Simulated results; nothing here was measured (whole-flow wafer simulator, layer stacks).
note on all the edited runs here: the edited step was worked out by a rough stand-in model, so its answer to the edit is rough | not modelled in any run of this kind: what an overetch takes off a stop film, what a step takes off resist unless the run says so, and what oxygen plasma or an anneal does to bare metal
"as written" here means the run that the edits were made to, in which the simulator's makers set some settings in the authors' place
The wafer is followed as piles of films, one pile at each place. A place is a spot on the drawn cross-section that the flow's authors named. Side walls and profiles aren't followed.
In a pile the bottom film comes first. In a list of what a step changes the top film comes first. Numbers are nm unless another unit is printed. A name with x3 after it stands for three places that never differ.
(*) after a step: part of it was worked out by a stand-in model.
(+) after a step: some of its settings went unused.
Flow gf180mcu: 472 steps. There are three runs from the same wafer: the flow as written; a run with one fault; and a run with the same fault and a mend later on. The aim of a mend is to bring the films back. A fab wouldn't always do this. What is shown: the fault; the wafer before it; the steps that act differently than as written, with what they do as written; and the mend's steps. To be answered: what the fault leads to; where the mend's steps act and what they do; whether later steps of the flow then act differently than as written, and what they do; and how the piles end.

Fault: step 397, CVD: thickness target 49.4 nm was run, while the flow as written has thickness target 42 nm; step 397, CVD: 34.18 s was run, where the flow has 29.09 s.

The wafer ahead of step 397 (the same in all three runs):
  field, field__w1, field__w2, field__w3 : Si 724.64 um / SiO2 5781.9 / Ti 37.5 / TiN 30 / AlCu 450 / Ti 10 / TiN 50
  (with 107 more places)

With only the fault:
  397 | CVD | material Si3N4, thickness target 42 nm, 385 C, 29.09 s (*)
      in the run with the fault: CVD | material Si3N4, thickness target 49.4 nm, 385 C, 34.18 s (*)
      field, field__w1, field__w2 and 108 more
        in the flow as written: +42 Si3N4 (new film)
        in the run with the fault: +49.3 Si3N4 (new film)
  Later steps of the flow acting differently than as written (not shown: 4 more steps that differ only slightly, by at most 2% or 0.5 nm, whichever is larger):
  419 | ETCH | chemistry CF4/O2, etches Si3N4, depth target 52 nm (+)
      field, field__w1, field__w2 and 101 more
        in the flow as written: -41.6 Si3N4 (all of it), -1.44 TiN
        in the run with the fault: -49 Si3N4 (all of it), -0.42 TiN
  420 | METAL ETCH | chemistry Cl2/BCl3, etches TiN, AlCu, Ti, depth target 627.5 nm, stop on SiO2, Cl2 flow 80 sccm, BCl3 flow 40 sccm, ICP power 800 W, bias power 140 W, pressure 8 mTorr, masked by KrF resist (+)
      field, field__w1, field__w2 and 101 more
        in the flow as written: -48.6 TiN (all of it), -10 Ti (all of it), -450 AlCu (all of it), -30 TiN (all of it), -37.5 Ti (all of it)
        in the run with the fault: -49.6 TiN (all of it), -10 Ti (all of it), -450 AlCu (all of it), -30 TiN (all of it), -37.5 Ti (all of it)
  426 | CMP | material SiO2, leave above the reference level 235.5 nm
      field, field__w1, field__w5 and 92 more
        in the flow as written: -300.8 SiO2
        in the run with the fault: -293.5 SiO2
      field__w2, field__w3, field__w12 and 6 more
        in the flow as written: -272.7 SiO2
        in the run with the fault: -265 SiO2
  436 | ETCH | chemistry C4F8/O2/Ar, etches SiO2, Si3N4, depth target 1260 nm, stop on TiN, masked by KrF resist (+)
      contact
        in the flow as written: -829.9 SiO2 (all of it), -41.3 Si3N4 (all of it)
        in the run with the fault: -829.9 SiO2 (all of it), -48.6 Si3N4 (all of it)
  The piles end different from the flow's at field__w4, field__w8, m1, m1__w1, mim, mim_1p0, m1_nw by more than 2% or 0.5 nm, whichever is larger.
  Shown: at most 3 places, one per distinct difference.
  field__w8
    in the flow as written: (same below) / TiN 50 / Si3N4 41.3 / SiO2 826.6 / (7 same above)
    in the run with the fault: (same below) / TiN 50 / Si3N4 48.6 / SiO2 826.6 / (7 same above)
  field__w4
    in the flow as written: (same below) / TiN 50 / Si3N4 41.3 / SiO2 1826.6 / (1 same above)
    in the run with the fault: (same below) / TiN 50 / Si3N4 48.6 / SiO2 1826.6 / (1 same above)
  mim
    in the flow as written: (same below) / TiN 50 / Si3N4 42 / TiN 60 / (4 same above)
    in the run with the fault: (same below) / TiN 50 / Si3N4 49.3 / TiN 60 / (4 same above)

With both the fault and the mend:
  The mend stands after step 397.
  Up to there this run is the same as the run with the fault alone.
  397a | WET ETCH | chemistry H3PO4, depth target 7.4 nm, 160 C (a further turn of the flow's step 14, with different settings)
      field, field__w1, field__w2 and 108 more
        -7.4 Si3N4
  Later steps of the flow that are run all act as written at every place that is followed, up to a difference of at most 2% or 0.5 nm, whichever is larger.
  The piles end only slightly different from the flow's at the places that both follow, by no more than 2% or 0.5 nm, whichever is larger.
